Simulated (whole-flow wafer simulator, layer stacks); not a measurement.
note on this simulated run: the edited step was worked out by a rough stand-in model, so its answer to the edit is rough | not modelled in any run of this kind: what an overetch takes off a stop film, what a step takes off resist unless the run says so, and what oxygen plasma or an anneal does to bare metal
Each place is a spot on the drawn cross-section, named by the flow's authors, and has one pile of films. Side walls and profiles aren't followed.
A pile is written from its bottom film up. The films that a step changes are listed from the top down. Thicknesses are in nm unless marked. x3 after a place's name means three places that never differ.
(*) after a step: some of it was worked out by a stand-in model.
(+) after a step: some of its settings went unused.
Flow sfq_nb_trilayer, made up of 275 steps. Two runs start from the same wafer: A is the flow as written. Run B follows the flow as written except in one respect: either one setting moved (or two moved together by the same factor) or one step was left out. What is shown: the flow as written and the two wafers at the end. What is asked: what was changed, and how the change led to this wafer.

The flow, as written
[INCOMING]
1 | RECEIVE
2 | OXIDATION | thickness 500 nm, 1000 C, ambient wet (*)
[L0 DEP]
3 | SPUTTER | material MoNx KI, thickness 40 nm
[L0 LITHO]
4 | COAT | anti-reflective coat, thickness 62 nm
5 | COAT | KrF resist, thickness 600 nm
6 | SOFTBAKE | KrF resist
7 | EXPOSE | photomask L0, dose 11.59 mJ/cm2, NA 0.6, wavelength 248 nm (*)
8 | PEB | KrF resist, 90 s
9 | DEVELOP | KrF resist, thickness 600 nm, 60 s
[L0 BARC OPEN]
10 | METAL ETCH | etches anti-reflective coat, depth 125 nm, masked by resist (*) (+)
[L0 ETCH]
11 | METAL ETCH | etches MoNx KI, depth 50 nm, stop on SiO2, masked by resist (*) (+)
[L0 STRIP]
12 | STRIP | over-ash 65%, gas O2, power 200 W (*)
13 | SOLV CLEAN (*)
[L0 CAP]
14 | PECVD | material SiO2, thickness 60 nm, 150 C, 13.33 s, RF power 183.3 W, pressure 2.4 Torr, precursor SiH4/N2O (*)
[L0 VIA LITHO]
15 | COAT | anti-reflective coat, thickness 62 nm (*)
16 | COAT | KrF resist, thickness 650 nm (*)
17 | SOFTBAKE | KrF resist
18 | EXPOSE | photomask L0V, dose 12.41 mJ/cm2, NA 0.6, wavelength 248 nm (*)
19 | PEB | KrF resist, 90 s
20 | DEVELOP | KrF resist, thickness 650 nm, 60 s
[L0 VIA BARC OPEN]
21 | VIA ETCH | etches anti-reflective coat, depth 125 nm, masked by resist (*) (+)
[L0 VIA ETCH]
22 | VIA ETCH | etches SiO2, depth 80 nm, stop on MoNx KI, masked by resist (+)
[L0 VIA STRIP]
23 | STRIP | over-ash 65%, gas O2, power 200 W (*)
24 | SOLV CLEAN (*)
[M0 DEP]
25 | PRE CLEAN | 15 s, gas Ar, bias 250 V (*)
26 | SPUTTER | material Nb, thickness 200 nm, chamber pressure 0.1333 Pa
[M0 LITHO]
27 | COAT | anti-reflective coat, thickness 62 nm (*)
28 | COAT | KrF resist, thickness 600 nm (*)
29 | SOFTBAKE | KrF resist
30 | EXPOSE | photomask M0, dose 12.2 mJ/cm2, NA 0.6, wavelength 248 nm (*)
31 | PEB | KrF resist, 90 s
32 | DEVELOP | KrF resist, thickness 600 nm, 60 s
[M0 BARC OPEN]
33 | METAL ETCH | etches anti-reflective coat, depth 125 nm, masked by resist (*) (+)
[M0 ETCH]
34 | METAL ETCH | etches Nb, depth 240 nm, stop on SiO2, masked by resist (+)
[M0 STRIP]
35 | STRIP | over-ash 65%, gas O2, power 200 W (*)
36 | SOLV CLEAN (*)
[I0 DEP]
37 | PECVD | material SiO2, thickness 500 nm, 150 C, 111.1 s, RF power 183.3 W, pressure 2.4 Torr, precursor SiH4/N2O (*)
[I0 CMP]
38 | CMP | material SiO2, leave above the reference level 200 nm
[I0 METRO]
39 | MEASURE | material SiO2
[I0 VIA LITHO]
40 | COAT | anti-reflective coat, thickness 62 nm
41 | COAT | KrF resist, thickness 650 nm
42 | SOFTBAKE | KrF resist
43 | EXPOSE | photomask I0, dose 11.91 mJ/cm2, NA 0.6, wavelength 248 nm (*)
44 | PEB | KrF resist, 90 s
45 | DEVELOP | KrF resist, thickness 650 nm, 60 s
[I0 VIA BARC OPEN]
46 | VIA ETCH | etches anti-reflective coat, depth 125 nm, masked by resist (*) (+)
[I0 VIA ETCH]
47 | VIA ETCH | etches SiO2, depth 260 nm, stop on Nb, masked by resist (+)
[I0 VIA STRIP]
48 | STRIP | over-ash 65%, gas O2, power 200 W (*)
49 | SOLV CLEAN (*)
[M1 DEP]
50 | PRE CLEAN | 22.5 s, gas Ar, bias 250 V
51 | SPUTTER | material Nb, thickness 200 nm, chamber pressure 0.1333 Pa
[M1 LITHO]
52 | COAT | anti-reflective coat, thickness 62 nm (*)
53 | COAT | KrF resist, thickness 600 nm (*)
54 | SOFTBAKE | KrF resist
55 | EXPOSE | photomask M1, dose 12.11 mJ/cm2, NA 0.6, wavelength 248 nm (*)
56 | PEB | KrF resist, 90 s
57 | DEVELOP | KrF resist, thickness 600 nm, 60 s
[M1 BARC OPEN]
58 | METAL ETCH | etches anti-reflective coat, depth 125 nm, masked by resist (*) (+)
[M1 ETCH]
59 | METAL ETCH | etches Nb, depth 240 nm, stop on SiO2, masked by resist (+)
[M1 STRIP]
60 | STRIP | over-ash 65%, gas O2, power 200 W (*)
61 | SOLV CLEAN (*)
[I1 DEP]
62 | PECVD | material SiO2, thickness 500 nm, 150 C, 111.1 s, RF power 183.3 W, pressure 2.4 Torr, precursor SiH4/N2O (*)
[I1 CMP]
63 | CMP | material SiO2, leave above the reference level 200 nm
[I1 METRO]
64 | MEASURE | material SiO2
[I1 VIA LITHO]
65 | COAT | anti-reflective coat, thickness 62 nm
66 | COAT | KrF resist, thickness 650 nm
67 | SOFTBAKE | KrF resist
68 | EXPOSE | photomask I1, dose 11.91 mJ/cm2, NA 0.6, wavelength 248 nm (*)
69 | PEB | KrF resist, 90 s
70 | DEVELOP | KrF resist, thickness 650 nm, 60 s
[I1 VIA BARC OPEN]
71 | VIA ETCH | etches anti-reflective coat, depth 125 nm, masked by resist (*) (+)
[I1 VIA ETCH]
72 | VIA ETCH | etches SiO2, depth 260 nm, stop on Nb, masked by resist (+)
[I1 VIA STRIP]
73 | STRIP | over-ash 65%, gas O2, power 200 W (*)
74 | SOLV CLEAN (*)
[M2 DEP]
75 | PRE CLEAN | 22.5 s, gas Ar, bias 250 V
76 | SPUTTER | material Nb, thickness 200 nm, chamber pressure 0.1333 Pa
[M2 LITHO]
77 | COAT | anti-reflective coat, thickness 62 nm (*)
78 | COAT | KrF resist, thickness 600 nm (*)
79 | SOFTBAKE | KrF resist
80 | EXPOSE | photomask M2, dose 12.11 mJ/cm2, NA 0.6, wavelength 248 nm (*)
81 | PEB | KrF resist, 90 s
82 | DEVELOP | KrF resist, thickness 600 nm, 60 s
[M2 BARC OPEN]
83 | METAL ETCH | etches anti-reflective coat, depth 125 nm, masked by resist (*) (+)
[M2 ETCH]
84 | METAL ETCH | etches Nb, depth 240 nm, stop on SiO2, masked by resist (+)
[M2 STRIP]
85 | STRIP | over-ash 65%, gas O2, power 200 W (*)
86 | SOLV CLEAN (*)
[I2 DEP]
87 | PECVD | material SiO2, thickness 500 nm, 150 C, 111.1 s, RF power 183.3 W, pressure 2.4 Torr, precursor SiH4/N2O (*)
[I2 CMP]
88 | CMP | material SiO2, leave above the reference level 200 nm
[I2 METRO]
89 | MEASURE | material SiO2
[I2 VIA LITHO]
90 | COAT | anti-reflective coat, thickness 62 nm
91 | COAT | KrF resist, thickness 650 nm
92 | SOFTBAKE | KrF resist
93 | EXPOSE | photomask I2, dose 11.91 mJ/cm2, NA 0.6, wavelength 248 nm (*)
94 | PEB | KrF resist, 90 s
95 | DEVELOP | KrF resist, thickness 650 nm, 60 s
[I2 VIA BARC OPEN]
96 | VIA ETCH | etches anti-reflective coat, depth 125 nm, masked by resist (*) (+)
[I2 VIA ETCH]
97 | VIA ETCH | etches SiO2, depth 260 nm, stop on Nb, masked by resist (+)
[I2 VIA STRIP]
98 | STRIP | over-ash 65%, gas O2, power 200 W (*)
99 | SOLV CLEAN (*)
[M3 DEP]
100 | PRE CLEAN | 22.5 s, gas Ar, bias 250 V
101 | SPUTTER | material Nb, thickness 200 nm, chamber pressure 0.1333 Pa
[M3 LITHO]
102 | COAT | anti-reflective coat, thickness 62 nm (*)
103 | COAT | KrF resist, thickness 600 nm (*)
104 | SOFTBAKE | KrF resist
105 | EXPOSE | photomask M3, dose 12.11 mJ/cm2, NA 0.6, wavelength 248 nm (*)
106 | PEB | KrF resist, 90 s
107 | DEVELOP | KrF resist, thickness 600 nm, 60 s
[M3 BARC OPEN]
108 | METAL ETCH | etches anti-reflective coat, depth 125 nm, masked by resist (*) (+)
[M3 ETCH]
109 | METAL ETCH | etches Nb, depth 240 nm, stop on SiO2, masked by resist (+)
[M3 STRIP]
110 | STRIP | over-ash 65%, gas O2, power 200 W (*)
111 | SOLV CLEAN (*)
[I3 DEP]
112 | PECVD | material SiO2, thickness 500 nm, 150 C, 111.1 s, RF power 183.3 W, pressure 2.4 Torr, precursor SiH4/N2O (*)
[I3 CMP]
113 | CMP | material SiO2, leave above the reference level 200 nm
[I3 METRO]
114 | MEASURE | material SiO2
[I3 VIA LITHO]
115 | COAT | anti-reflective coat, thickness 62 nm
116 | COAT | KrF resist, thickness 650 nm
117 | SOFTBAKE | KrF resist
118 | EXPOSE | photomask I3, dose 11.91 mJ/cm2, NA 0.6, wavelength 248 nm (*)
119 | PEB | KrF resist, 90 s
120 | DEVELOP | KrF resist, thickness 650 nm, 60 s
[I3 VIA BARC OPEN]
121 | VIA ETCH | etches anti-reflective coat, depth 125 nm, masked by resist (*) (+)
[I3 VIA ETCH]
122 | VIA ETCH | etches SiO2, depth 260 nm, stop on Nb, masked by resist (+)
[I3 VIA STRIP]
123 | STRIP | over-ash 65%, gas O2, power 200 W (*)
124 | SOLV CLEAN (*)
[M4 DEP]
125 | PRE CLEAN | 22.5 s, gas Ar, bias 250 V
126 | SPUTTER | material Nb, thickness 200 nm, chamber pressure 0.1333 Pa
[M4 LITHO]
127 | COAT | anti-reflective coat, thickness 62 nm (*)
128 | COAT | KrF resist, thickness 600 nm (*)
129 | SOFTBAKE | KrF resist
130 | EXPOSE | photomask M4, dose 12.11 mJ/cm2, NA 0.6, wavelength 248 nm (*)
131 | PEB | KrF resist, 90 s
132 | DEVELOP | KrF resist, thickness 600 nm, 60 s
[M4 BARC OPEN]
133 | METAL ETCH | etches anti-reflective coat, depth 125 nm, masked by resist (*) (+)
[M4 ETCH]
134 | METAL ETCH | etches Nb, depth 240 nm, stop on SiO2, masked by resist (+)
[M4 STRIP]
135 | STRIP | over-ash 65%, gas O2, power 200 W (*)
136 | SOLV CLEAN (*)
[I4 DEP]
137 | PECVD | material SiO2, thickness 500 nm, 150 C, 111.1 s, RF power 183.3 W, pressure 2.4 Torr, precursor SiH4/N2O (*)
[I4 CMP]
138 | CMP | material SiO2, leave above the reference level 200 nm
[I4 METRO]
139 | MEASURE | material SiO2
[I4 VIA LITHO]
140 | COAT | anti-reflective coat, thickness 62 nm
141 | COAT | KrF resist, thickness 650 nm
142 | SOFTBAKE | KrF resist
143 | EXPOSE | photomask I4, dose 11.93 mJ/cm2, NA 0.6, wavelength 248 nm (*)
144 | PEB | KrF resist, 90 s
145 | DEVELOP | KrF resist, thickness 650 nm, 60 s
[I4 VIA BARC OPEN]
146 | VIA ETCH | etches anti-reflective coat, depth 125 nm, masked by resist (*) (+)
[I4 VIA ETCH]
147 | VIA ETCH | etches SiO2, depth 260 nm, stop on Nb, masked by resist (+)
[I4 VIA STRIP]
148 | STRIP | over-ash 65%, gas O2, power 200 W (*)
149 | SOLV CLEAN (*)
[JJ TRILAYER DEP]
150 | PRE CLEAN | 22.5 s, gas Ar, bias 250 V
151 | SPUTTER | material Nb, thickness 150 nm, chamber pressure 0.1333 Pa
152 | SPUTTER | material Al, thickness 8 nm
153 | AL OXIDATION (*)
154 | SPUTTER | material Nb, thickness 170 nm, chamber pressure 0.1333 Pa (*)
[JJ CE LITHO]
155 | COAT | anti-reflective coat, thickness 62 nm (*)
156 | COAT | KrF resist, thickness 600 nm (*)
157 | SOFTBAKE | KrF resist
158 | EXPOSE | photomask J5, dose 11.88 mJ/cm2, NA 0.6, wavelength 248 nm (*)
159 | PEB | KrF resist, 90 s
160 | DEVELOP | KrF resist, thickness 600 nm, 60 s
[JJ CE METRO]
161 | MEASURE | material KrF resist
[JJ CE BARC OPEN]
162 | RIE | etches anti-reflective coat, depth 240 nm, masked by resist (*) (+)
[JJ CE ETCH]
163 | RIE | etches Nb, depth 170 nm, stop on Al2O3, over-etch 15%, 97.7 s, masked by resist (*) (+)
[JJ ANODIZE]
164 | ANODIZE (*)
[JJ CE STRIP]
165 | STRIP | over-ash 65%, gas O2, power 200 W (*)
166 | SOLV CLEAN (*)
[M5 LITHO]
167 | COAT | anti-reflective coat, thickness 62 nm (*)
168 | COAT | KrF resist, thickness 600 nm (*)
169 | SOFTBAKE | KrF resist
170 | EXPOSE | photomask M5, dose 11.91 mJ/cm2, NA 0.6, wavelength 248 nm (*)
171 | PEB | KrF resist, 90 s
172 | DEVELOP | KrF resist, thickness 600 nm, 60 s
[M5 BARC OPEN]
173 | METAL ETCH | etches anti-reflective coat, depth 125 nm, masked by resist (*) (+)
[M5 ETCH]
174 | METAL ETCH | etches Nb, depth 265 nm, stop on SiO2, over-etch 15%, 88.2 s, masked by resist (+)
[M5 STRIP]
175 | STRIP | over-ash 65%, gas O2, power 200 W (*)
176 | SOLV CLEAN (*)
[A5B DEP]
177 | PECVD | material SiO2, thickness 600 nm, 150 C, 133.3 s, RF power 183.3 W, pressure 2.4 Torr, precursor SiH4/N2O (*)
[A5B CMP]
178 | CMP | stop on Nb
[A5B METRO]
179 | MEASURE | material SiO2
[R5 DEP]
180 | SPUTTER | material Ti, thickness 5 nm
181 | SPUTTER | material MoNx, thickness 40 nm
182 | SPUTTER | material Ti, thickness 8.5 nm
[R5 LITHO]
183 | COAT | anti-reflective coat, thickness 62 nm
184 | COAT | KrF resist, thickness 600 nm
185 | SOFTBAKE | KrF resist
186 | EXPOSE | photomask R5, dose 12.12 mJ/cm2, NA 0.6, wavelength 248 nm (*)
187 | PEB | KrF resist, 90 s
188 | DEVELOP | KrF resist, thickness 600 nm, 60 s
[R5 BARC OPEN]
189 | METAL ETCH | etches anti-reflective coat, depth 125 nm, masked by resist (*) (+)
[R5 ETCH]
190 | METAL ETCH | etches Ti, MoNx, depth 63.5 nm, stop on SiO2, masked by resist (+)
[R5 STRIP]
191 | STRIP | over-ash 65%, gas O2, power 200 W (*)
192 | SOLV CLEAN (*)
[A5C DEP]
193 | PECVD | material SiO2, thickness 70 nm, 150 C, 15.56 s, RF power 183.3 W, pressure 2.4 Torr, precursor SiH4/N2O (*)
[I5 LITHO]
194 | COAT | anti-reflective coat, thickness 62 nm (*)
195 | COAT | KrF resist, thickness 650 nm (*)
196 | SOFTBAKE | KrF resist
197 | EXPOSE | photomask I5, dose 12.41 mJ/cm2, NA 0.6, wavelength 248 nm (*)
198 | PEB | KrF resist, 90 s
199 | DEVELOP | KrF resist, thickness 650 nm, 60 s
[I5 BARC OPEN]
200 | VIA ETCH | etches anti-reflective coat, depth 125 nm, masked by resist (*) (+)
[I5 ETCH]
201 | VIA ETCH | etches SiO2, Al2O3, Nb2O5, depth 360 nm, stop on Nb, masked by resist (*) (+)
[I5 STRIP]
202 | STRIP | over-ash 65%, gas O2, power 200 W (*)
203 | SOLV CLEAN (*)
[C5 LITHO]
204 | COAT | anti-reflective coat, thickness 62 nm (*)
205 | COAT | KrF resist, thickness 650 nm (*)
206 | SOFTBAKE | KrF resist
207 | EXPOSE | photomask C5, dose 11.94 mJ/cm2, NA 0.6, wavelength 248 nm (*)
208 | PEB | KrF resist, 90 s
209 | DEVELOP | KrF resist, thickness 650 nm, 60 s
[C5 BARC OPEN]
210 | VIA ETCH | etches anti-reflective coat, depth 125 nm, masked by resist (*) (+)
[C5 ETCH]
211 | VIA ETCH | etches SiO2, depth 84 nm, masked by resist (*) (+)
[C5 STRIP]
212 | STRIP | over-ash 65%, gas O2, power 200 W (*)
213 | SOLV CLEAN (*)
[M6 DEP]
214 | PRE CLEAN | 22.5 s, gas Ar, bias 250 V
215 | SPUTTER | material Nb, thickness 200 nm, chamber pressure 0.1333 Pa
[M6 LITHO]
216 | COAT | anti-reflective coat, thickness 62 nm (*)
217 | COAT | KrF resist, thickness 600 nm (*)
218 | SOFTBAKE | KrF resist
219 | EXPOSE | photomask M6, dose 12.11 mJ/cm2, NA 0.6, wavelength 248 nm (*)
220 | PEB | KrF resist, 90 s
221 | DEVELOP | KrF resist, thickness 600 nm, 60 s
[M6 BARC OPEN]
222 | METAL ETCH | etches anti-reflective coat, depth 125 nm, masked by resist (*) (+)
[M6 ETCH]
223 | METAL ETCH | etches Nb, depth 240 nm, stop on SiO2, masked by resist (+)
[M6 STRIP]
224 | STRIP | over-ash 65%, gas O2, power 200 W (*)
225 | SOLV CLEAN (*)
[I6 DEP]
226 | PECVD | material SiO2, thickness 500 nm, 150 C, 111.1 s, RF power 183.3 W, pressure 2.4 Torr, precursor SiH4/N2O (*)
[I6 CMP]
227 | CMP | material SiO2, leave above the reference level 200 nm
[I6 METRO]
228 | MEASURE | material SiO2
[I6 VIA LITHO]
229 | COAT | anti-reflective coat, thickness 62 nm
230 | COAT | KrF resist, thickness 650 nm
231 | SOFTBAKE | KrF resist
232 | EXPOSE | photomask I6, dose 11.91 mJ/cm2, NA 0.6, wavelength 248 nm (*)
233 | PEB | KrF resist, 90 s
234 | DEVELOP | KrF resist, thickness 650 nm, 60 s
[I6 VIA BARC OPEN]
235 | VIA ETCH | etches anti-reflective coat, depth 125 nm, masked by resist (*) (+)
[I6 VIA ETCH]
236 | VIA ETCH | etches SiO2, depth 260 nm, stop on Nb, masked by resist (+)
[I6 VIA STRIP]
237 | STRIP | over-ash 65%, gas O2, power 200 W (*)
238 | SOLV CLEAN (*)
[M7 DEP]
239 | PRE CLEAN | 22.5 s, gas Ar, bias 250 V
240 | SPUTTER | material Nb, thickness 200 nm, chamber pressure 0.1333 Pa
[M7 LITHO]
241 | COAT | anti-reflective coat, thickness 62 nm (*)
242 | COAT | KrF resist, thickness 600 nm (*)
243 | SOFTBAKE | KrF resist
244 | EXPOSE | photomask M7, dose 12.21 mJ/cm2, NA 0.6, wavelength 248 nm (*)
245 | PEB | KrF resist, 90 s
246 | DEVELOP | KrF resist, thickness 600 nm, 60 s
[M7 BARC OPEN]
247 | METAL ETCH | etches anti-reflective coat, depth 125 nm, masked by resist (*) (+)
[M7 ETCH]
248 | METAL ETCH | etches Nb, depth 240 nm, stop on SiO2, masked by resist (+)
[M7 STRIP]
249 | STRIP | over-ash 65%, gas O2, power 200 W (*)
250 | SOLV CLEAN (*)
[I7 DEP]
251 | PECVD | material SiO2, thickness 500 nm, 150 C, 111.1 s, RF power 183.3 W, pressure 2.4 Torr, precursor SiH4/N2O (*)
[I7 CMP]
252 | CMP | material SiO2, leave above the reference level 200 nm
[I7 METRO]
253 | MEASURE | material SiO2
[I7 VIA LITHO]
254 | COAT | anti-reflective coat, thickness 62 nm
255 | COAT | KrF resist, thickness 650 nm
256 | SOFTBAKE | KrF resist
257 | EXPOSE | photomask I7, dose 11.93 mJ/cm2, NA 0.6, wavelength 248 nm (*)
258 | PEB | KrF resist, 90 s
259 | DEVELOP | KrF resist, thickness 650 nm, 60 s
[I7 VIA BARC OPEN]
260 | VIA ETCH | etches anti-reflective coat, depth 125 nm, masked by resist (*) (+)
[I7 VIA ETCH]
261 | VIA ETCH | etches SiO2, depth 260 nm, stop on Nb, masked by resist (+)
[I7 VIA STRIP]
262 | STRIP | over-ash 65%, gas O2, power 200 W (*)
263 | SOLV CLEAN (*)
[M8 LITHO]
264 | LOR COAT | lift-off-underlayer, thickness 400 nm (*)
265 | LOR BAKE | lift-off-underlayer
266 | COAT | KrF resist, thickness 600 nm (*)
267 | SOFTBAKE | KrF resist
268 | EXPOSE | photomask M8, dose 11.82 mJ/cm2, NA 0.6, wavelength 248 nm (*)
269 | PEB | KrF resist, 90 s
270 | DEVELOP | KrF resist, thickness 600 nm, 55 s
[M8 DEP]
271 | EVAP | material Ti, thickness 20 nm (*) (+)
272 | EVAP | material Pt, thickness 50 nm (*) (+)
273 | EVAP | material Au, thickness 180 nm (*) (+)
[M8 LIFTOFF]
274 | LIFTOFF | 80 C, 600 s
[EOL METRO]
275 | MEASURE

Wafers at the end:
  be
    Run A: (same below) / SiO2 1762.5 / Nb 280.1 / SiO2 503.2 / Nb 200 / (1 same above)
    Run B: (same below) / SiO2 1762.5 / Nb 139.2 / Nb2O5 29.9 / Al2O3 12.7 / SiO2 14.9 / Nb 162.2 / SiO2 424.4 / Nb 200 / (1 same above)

What caused this: step 201, VIA ETCH: depth 194 nm was run, while the flow as written has depth 360 nm.

Step by step, how the change led to this:
  201 | VIA ETCH | etches SiO2, Al2O3, Nb2O5, depth 360 nm, stop on Nb, masked by resist (*) (+)
      be: A SiO2 loses 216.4 (all of it), Al2O3 loses 12.7 (all of it), Nb2O5 loses 29.9 (all of it) | B SiO2 loses 194
      field_l, v_sur, via_wl and 102 more: A KrF resist loses 240 | B KrF resist loses 129.3
  202 | STRIP | over-ash 65%, gas O2, power 200 W (*)
      p4_fl, p4_fm, p4_w1 and 44 more: A KrF resist loses 333.1 (all of it), anti-reflective coat loses 62 (all of it) | B KrF resist loses 443.8 (all of it), anti-reflective coat loses 62 (all of it)
      wl_b_m5, wl_b_sr, wl_c_sl and 11 more: A KrF resist loses 333 (all of it), anti-reflective coat loses 62 (all of it) | B KrF resist loses 443.7 (all of it), anti-reflective coat loses 62 (all of it)
      (also at 44 further places)
  204 | COAT | anti-reflective coat, thickness 62 nm (*)
      wire: A anti-reflective coat gains 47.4 (new film) | B anti-reflective coat gains 49.3 (new film)
      be: A anti-reflective coat gains 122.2 (new film) | B anti-reflective coat gains 112.5 (new film)
      (also at 1 further place)
  205 | COAT | KrF resist, thickness 650 nm (*)
      be: A KrF resist gains 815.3 (new film) | B KrF resist gains 768.9 (new film)
  212 | STRIP | over-ash 65%, gas O2, power 200 W (*)
      wire: A KrF resist loses 555.8 (all of it), anti-reflective coat loses 47.4 (all of it) | B KrF resist loses 559.5 (all of it), anti-reflective coat loses 49.3 (all of it)
      be: A KrF resist loses 728.2 (all of it), anti-reflective coat loses 122.2 (all of it) | B KrF resist loses 681.7 (all of it), anti-reflective coat loses 112.5 (all of it)
      (also at 1 further place)
  214 | PRE CLEAN | 22.5 s, gas Ar, bias 250 V
      be: A Nb loses 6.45 | B SiO2 loses 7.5
  215 | SPUTTER | material Nb, thickness 200 nm, chamber pressure 0.1333 Pa
      be: A Nb gains 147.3 | B Nb gains 162.2 (new film)
  216 | COAT | anti-reflective coat, thickness 62 nm (*)
      wire: A anti-reflective coat gains 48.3 (new film) | B anti-reflective coat gains 50.4 (new film)
      be: A anti-reflective coat gains 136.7 (new film) | B anti-reflective coat gains 124.2 (new film)
      (also at 1 further place)
  217 | COAT | KrF resist, thickness 600 nm (*)
      be: A KrF resist gains 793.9 (new film) | B KrF resist gains 738.7 (new film)
  224 | STRIP | over-ash 65%, gas O2, power 200 W (*)
      wire: A KrF resist loses 369.8 (all of it), anti-reflective coat loses 48.3 (all of it) | B KrF resist loses 374.5 (all of it), anti-reflective coat loses 50.4 (all of it)
      be: A KrF resist loses 575.8 (all of it), anti-reflective coat loses 136.7 (all of it) | B KrF resist loses 520.7 (all of it), anti-reflective coat loses 124.2 (all of it)
      (also at 1 further place)
  226 | PECVD | material SiO2, thickness 500 nm, 150 C, 111.1 s, RF power 183.3 W, pressure 2.4 Torr, precursor SiH4/N2O (*)
      be: A SiO2 gains 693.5 (new film) | B SiO2 gains 614.7 (new film)
With metal films that touch counted as one body, be has 4 bodies (between them, from the top down: SiO2 424.4; SiO2 14.9 / Al2O3 12.7 / Nb2O5 29.9; SiO2 1762.5); the flow as written gives 3 bodies (between them, from the top down: SiO2 503.2; SiO2 1762.5).
